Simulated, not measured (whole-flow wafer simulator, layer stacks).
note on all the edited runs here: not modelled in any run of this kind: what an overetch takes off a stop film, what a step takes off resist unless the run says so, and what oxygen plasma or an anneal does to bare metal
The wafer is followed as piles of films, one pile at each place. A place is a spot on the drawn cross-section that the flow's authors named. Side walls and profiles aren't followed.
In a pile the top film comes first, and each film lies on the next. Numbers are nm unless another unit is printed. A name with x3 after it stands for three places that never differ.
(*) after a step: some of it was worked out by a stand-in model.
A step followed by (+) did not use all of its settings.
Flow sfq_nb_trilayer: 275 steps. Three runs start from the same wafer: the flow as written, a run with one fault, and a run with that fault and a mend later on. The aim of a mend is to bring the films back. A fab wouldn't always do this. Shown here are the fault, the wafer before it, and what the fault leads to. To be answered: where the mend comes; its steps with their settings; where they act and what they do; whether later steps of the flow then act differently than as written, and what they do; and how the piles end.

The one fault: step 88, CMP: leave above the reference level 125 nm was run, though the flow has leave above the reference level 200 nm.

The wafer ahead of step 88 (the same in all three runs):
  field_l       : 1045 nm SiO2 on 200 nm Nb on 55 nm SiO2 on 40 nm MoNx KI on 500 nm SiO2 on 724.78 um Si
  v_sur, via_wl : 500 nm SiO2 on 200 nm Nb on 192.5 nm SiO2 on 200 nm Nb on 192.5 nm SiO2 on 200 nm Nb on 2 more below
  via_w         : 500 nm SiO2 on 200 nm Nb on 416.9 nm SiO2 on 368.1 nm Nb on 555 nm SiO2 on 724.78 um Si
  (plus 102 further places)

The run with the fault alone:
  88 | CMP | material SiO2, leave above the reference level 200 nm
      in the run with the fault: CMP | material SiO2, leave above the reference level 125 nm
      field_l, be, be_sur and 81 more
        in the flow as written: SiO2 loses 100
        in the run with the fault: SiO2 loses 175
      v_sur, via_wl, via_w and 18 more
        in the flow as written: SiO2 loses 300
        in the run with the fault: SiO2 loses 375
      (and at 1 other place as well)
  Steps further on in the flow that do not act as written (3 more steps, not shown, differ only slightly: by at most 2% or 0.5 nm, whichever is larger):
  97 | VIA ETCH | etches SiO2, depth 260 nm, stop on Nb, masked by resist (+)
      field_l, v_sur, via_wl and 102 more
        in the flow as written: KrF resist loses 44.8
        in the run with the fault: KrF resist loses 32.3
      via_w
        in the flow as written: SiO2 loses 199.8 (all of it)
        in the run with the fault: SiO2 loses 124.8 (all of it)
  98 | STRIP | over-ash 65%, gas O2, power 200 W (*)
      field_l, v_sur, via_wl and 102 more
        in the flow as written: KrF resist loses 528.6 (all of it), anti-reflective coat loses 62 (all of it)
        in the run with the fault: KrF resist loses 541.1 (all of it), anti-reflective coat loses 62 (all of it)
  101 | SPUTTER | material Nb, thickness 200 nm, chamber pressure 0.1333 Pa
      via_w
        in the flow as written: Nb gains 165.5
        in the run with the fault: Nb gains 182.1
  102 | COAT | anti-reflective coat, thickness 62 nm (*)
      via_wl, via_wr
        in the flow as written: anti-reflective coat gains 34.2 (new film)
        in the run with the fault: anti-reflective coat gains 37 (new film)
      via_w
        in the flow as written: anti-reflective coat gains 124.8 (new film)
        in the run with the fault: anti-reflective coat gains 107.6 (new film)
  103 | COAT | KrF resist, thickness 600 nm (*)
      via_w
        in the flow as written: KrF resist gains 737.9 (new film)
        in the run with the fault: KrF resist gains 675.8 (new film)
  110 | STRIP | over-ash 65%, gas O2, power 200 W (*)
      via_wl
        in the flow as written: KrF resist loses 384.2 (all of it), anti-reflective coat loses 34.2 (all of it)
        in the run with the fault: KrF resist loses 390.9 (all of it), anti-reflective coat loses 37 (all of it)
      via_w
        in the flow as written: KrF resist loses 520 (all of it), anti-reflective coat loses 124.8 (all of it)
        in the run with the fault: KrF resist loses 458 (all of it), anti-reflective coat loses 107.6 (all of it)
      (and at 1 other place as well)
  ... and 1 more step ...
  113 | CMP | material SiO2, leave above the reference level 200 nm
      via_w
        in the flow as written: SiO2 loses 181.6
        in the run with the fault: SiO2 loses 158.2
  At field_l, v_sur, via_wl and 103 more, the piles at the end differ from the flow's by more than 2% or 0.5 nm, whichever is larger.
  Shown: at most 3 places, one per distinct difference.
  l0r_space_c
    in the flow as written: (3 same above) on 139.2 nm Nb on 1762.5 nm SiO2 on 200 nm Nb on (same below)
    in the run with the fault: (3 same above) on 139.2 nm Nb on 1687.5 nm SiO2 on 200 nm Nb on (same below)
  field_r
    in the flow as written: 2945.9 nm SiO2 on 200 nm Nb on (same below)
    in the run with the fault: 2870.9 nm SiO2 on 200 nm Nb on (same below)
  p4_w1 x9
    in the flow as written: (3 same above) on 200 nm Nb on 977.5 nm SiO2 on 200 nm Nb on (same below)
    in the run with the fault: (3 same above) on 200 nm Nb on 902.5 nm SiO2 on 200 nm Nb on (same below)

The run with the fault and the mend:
  The mend follows step 95.
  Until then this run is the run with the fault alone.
  95a | STRIP | over-ash 65%, gas O2, power 200 W (*)
      field_l, v_sur, via_wl and 102 more
        KrF resist loses 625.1 (all of it), anti-reflective coat loses 62 (all of it)
      via_w
        anti-reflective coat loses 62 (all of it)
  95b | PECVD | material SiO2, thickness 75 nm, 150 C, 16.67 s, RF power 183.3 W, pressure 2.4 Torr, precursor SiH4/N2O (a further turn of the flow's step 87, with different settings)
      field_l, v_sur, via_wl and 103 more
        SiO2 gains 75
  95c | COAT | anti-reflective coat, thickness 62 nm (a further turn of the flow's step 90)
      field_l, v_sur, via_wl and 103 more
        anti-reflective coat gains 62 (new film)
  95d | COAT | KrF resist, thickness 650 nm (a further turn of the flow's step 91)
      field_l, v_sur, via_wl and 103 more
        KrF resist gains 650 (new film)
  95e | SOFTBAKE | KrF resist (a further turn of the flow's step 92)
      leaves every film unchanged at each place that is followed
  95f | EXPOSE | photomask I2, dose 11.91 mJ/cm2, NA 0.6, wavelength 248 nm (*) (a further turn of the flow's step 93)
      leaves every film unchanged at each place that is followed
  95g | PEB | KrF resist, 90 s (a further turn of the flow's step 94)
      field_l, v_sur, via_wl and 103 more
        KrF resist loses 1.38
  95h | DEVELOP | KrF resist, thickness 650 nm, 60 s (a further turn of the flow's step 95)
      field_l, v_sur, via_wl and 102 more
        KrF resist loses 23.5
      via_w
        KrF resist loses 648.6 (all of it)
  None of the later steps of the flow differs from how it acts as written, at any place that is followed, by more than 2% or 0.5 nm, whichever is larger.
  At every place that both follow, the piles at the end match the flow's.
